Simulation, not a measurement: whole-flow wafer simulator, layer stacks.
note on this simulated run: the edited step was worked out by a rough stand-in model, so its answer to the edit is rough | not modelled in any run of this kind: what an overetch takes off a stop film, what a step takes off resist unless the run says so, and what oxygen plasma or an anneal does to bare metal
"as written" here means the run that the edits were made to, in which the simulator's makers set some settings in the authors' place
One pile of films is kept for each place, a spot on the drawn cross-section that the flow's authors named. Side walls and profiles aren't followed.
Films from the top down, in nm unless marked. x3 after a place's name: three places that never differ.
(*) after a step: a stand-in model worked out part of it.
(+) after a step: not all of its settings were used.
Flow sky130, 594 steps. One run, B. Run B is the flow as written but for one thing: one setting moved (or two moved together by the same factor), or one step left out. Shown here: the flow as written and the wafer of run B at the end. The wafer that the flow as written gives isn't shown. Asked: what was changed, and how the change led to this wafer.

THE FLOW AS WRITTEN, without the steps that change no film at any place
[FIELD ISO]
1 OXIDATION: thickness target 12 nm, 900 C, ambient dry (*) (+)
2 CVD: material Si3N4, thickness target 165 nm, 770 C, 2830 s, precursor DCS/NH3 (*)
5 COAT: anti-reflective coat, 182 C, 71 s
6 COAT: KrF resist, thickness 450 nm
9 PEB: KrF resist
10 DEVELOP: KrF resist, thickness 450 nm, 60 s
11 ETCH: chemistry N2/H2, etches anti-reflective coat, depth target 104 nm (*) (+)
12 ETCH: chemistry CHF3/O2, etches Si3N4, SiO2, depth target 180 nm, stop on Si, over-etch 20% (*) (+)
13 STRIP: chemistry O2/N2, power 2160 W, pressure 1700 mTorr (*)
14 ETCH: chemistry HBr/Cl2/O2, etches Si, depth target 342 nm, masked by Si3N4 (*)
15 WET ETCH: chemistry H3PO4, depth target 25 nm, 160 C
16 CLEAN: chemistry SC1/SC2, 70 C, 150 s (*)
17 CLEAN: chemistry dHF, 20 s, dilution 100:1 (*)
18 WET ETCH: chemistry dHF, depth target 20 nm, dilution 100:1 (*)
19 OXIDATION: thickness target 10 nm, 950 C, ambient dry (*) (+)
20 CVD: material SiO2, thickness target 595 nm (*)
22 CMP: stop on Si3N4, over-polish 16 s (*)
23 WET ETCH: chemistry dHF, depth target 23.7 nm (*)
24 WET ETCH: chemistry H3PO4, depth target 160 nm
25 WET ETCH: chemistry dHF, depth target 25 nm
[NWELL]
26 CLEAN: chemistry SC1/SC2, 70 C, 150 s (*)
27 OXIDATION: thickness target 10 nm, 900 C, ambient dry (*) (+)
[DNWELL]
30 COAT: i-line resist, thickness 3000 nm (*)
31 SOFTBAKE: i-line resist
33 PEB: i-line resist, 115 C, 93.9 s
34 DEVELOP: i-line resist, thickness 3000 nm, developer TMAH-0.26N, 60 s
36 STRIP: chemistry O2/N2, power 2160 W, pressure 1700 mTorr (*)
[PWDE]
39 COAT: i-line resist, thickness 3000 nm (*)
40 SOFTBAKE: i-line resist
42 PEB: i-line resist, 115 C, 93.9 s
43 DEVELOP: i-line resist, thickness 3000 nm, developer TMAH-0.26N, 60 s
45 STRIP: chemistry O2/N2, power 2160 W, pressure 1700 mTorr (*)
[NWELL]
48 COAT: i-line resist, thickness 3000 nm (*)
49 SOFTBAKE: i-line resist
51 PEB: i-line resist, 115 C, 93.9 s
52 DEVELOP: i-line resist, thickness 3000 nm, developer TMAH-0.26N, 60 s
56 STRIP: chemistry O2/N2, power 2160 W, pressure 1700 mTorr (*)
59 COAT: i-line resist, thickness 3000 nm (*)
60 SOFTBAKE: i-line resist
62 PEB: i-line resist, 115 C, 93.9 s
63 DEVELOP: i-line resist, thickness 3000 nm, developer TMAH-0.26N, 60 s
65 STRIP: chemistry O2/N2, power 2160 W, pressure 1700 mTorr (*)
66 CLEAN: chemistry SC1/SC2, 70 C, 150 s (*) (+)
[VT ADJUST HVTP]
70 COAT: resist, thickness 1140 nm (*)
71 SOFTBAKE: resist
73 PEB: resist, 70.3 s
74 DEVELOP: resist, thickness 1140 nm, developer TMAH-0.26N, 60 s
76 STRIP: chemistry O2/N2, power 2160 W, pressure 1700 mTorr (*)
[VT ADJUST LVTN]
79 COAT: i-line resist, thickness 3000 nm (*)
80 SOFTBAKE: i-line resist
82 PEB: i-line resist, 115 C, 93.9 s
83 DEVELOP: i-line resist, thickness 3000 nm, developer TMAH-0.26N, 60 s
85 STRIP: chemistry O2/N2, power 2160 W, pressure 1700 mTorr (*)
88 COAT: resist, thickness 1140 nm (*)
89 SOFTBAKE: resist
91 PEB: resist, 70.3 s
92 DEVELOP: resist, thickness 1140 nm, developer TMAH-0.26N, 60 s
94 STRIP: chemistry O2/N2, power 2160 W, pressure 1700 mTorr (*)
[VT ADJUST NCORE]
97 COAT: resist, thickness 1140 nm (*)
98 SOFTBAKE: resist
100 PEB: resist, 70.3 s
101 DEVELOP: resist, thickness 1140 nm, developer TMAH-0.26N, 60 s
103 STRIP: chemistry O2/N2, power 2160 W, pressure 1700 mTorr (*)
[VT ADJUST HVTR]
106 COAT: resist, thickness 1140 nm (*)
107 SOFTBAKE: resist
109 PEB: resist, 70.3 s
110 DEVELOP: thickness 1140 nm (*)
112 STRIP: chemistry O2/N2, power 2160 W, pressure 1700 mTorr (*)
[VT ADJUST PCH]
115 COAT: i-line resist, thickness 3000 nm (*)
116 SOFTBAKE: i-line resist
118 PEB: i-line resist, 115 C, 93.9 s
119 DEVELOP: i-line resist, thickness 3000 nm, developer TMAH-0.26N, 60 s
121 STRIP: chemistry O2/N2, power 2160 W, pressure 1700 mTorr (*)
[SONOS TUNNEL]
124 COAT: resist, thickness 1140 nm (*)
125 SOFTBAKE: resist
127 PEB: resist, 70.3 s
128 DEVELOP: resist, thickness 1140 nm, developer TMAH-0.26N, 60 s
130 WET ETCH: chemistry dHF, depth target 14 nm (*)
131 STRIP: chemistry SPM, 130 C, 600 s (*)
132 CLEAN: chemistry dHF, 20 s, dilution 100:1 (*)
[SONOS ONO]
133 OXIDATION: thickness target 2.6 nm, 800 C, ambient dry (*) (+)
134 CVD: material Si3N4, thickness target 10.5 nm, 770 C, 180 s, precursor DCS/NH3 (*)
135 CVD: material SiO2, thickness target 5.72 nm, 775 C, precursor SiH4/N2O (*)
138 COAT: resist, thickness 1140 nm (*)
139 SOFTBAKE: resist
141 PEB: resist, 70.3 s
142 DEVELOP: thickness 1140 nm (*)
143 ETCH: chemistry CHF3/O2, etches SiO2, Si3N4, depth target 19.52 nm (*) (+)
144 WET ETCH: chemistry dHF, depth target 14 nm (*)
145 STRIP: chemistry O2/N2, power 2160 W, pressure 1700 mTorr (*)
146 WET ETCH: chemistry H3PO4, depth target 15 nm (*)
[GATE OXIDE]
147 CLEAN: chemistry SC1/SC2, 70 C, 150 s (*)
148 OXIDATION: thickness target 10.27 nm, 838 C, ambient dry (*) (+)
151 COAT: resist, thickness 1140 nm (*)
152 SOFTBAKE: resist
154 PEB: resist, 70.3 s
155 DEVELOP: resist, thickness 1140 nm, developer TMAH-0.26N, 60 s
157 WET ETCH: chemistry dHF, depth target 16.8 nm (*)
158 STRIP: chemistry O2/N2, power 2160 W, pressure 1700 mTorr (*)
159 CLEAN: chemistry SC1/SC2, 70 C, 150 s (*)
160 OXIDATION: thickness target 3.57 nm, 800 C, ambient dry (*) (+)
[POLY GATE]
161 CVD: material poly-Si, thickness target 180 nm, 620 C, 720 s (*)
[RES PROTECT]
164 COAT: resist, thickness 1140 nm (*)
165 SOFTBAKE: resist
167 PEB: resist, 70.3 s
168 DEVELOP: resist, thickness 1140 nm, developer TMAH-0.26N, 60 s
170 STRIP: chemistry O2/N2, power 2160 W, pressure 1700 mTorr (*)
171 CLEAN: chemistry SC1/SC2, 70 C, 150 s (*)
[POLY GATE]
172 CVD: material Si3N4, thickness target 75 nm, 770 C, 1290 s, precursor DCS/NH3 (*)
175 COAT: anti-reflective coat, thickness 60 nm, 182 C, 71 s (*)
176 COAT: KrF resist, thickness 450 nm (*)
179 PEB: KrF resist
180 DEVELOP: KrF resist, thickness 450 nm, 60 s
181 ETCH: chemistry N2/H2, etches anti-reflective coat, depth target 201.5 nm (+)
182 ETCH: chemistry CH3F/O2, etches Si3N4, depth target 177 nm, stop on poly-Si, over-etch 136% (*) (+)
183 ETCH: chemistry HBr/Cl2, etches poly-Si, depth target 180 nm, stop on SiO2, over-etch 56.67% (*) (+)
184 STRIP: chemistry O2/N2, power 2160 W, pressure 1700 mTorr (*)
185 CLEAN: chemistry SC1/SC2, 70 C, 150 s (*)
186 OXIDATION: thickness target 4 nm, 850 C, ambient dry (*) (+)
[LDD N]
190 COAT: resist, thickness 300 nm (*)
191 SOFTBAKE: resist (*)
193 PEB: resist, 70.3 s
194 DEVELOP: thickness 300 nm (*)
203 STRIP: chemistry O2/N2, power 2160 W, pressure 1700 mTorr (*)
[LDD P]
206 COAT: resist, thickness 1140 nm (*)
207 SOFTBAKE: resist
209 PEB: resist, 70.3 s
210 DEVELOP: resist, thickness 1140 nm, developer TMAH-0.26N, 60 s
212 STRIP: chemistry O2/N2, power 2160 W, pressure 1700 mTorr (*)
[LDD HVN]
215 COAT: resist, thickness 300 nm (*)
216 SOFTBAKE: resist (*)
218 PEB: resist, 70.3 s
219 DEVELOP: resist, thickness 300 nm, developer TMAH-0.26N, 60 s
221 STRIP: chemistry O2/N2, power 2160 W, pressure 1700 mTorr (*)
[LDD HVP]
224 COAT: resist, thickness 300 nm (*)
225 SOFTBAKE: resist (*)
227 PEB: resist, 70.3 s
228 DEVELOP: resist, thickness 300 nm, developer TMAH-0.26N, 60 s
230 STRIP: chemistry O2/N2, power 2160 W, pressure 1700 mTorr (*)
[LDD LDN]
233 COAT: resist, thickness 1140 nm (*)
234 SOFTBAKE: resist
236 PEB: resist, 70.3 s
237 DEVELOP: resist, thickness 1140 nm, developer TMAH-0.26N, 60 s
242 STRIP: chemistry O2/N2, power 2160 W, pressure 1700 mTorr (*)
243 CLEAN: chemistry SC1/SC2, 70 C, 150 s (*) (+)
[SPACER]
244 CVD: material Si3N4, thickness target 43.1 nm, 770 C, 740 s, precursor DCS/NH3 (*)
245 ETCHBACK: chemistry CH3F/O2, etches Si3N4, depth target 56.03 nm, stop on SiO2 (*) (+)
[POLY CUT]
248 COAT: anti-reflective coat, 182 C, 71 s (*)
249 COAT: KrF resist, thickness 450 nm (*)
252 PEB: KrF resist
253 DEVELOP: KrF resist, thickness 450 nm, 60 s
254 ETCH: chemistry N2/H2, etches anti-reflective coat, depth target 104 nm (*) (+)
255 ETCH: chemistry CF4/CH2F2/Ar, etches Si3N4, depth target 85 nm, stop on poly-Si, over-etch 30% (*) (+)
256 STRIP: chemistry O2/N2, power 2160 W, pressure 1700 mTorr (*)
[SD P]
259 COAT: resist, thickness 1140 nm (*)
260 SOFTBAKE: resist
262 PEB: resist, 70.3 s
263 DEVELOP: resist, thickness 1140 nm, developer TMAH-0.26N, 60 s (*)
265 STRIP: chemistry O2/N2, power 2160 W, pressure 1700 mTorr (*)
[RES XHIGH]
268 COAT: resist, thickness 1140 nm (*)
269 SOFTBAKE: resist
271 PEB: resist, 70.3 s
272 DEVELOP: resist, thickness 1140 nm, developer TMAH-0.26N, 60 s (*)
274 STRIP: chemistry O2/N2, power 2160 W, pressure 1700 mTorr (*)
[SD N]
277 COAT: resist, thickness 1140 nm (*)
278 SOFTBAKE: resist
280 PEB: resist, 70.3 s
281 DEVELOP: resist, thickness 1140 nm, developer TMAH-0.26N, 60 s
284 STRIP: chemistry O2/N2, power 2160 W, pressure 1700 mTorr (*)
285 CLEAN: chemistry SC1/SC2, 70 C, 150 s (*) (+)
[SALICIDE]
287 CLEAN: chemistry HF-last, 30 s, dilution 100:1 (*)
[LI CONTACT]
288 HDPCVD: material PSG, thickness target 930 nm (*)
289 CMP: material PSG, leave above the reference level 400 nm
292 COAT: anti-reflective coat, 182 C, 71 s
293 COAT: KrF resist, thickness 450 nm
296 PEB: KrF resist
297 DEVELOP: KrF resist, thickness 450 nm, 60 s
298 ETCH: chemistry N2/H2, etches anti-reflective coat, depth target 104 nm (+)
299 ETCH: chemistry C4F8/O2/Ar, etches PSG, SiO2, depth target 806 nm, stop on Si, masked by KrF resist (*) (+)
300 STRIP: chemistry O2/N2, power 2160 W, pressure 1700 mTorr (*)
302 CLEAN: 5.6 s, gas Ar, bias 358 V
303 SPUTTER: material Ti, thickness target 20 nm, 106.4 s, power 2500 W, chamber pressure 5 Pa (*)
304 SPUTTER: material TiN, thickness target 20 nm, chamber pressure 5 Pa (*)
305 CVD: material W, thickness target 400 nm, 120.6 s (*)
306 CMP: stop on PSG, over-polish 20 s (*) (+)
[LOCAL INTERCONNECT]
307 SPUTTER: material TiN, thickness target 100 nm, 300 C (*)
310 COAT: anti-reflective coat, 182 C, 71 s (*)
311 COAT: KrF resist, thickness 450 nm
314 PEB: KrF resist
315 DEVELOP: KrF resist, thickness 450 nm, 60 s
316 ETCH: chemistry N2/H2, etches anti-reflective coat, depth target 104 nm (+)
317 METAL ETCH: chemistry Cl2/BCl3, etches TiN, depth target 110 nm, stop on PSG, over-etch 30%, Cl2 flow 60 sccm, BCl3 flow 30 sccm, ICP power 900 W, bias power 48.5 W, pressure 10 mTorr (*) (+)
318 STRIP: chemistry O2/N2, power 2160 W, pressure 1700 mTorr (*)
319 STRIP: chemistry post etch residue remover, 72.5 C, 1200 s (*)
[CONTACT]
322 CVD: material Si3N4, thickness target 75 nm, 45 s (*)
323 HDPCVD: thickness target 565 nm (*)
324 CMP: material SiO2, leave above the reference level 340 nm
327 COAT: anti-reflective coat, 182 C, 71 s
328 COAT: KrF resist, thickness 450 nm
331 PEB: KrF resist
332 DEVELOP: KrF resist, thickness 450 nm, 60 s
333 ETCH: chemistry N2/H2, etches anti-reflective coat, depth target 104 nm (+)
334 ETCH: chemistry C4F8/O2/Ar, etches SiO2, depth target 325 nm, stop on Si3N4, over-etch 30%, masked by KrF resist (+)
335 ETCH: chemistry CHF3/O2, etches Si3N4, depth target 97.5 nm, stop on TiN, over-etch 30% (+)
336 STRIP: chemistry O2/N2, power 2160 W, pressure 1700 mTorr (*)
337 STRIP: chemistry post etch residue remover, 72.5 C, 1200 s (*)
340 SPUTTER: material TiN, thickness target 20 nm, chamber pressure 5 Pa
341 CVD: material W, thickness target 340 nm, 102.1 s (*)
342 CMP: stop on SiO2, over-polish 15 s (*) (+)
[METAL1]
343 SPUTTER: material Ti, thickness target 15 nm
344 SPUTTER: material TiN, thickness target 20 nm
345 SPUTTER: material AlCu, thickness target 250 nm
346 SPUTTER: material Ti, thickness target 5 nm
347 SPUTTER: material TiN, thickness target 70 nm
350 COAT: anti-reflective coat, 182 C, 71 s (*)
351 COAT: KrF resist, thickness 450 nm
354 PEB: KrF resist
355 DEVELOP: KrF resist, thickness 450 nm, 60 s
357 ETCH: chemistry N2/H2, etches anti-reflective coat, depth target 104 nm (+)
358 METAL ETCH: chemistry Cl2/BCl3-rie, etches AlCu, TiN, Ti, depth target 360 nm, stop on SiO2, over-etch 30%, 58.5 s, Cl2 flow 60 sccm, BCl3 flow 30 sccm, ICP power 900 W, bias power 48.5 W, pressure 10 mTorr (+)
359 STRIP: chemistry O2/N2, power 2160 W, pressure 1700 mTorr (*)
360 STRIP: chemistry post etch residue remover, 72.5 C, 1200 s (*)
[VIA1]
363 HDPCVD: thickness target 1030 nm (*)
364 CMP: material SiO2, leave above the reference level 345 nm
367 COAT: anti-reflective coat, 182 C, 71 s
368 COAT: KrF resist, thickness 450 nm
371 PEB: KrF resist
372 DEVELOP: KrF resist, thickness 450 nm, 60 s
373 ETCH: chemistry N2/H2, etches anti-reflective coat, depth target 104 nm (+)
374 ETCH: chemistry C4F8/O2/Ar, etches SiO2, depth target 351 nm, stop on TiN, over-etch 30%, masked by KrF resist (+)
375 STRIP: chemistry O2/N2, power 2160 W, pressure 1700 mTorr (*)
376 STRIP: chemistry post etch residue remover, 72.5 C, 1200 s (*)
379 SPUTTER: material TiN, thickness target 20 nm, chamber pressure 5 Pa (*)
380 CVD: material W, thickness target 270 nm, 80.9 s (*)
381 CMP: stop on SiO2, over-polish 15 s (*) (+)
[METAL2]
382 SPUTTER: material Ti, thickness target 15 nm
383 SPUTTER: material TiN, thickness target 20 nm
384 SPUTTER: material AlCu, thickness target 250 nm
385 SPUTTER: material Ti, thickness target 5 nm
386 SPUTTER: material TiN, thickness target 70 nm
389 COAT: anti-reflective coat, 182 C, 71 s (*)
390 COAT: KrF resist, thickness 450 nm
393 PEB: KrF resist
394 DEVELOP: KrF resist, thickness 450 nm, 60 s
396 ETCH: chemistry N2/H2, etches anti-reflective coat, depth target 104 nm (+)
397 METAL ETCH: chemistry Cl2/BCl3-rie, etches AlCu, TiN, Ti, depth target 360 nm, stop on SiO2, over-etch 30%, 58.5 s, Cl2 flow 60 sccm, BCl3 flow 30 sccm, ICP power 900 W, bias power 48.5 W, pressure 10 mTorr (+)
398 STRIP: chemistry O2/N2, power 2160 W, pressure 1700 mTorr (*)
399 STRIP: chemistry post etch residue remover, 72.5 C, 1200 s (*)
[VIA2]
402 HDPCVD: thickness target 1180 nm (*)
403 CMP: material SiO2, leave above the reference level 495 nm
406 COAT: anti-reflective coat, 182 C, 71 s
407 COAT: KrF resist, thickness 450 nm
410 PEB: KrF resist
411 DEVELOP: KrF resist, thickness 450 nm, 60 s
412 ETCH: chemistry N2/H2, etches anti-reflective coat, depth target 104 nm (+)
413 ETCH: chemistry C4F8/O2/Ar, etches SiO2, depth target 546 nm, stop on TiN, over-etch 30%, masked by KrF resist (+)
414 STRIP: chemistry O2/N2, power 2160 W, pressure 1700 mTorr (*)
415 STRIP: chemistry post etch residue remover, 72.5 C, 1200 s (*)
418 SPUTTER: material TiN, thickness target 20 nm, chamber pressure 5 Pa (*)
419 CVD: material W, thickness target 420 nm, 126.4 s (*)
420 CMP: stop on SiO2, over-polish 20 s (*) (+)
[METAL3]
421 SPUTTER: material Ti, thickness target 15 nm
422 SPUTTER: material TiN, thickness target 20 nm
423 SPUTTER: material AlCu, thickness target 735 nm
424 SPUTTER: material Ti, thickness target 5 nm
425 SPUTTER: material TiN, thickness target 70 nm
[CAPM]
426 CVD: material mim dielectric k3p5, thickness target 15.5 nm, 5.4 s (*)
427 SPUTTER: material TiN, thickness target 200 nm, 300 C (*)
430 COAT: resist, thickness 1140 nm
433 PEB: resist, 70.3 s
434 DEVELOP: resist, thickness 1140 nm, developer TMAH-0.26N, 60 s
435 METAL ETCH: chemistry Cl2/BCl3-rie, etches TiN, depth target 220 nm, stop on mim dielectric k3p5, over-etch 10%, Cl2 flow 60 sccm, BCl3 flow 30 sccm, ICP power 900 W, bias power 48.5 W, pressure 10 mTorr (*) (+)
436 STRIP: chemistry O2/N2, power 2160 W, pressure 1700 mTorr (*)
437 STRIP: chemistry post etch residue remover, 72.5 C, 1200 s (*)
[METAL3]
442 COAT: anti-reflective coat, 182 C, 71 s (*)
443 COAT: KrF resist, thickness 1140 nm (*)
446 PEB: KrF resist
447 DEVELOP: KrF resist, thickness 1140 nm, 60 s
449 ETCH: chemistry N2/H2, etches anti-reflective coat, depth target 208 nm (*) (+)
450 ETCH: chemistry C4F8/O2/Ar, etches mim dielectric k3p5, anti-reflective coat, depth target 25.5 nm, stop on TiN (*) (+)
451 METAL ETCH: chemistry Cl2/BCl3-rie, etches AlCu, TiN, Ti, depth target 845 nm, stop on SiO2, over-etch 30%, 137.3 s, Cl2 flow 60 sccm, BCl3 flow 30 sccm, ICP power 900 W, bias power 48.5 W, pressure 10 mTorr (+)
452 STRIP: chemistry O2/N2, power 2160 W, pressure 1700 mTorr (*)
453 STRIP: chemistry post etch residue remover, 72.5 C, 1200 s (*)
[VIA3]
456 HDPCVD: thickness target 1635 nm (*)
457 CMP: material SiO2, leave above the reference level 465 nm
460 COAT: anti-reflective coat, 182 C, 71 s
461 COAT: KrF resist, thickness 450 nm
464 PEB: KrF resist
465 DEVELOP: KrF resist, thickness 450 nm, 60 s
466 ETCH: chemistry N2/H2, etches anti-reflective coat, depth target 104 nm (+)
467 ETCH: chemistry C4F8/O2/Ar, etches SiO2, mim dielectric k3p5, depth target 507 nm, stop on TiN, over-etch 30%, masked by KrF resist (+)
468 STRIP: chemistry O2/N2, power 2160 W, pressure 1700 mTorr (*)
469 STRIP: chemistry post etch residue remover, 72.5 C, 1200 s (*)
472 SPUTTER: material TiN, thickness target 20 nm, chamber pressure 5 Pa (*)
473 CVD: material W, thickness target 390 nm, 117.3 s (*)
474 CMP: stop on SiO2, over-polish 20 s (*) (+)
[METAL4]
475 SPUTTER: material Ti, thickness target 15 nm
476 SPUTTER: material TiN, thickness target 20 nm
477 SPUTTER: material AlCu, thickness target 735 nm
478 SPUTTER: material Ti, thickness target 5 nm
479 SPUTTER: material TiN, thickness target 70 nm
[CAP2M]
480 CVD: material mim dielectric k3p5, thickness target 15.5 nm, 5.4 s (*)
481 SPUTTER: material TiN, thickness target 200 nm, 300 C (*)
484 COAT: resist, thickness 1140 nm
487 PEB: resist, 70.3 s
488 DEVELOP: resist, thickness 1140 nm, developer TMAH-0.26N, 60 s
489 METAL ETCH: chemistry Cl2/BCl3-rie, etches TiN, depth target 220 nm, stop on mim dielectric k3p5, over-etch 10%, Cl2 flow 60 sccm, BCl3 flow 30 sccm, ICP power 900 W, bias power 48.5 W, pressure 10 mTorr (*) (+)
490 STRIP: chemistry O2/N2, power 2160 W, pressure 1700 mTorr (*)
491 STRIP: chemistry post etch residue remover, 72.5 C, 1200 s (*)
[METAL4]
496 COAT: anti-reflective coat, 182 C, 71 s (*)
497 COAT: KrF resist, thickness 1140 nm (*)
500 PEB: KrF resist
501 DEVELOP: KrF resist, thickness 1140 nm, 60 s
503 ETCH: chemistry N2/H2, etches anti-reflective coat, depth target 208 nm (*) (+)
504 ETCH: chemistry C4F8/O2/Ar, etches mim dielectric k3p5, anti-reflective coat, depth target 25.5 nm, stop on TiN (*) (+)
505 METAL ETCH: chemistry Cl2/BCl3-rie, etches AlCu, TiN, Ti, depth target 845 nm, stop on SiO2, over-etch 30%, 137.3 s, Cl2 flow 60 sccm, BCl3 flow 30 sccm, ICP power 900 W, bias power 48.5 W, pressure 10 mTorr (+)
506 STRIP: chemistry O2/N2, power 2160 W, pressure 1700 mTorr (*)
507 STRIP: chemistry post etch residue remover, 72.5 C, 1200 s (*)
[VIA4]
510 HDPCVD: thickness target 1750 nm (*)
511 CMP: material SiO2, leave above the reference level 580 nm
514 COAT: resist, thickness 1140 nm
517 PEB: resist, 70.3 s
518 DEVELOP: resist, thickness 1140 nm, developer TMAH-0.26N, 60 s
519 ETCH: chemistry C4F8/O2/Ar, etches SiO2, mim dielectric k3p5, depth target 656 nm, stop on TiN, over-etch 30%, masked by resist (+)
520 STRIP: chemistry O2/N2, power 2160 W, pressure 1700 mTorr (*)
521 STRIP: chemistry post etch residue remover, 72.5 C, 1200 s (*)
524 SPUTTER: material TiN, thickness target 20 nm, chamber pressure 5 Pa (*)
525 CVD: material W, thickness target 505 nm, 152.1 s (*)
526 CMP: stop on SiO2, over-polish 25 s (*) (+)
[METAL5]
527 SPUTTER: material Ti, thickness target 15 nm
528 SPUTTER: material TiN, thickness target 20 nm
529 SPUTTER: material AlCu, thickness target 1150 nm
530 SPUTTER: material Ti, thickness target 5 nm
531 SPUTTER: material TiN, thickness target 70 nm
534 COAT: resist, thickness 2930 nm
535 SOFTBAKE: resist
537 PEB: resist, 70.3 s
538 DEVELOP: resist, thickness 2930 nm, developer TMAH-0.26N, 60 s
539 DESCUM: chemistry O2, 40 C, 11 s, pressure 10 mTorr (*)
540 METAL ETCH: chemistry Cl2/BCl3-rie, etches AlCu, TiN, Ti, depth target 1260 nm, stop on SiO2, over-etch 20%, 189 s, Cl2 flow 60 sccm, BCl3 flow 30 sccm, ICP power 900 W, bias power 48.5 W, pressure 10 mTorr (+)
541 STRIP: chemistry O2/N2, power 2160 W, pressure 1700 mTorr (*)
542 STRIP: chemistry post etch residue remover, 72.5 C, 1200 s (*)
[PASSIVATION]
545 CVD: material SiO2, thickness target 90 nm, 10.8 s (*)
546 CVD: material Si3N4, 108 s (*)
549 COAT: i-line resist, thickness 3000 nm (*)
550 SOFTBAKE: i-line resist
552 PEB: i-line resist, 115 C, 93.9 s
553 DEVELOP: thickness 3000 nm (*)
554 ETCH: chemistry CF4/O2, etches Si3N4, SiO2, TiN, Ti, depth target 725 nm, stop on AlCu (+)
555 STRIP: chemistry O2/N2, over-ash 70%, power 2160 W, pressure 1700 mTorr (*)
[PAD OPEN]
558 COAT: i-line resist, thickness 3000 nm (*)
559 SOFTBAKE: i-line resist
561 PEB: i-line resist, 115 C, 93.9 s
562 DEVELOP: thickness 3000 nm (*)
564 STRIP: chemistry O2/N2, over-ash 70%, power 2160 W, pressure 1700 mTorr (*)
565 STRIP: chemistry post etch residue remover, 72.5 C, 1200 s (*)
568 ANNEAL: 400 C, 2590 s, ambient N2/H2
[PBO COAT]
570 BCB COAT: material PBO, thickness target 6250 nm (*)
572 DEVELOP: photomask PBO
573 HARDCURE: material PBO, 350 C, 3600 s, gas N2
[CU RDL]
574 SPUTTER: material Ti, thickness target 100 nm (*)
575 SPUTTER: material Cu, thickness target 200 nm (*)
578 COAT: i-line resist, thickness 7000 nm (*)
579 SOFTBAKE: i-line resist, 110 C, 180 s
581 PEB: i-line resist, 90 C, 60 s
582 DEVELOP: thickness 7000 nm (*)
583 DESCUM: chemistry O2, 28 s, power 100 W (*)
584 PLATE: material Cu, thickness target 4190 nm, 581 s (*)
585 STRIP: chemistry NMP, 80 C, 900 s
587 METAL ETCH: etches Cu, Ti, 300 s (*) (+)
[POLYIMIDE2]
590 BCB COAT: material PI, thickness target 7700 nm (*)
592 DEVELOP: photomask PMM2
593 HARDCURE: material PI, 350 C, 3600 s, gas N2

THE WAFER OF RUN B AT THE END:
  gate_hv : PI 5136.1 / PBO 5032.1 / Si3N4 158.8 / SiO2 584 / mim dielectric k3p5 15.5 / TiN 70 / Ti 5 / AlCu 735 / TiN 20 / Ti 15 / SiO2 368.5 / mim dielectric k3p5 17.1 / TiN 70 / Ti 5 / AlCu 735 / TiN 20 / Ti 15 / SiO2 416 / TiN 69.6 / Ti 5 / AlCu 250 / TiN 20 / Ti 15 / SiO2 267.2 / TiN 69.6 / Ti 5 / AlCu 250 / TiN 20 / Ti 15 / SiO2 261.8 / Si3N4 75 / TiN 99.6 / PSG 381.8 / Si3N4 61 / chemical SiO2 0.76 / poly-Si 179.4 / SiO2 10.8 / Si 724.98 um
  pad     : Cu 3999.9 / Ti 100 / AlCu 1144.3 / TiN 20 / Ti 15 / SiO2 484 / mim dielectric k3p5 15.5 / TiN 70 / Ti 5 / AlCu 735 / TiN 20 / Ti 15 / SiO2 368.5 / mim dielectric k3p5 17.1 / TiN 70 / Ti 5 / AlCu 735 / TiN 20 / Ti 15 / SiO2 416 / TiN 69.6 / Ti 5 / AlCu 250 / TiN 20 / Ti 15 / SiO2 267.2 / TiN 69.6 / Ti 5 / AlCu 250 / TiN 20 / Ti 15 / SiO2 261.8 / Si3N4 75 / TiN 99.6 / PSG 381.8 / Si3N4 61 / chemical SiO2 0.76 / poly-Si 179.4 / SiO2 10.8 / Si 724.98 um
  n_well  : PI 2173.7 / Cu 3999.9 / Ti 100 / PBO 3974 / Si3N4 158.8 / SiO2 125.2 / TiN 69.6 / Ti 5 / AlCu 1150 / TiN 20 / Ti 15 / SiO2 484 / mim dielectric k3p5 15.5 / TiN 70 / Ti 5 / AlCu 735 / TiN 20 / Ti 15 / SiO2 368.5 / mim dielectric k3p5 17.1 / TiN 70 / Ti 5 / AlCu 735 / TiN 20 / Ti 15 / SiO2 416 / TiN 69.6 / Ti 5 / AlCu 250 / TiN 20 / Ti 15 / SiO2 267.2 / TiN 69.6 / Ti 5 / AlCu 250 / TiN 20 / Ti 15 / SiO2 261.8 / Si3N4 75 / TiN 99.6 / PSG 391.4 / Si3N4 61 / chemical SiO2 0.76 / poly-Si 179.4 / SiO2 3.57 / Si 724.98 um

The cause: step 426, CVD: thickness target 17.1 nm was run, where the flow has thickness target 15.5 nm; step 426, CVD: 5.94 s was run, where the flow has 5.4 s.
It can be read off the wafer: gate_hv has mim dielectric k3p5 17.1, and step 426 as written asks for 15.5 nm.

How the change led to this, step by step:
  426 CVD: material mim dielectric k3p5, thickness target 15.5 nm, 5.4 s (*)
      field, active, n_well and 188 more: mim dielectric k3p5 +17.1 (new film) (as written it would be: mim dielectric k3p5 +15.5 (new film))
  450 ETCH: chemistry C4F8/O2/Ar, etches mim dielectric k3p5, anti-reflective coat, depth target 25.5 nm, stop on TiN (*) (+)
      n_well, p_well, gate_hv and 104 more: KrF resist -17 (as written it would be: KrF resist -15.5)
      field, active, gate and 82 more: mim dielectric k3p5 -17.1 (all of it) (as written it would be: mim dielectric k3p5 -15.5 (all of it))
  467 ETCH: chemistry C4F8/O2/Ar, etches SiO2, mim dielectric k3p5, depth target 507 nm, stop on TiN, over-etch 30%, masked by KrF resist (+)
      m1: SiO2 -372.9 (all of it), mim dielectric k3p5 -17.1 (all of it) (as written it would be: SiO2 -374.5 (all of it), mim dielectric k3p5 -15.5 (all of it))
      via3_hole: SiO2 -372.3 (all of it), mim dielectric k3p5 -17.1 (all of it) (as written it would be: SiO2 -373.9 (all of it), mim dielectric k3p5 -15.5 (all of it))
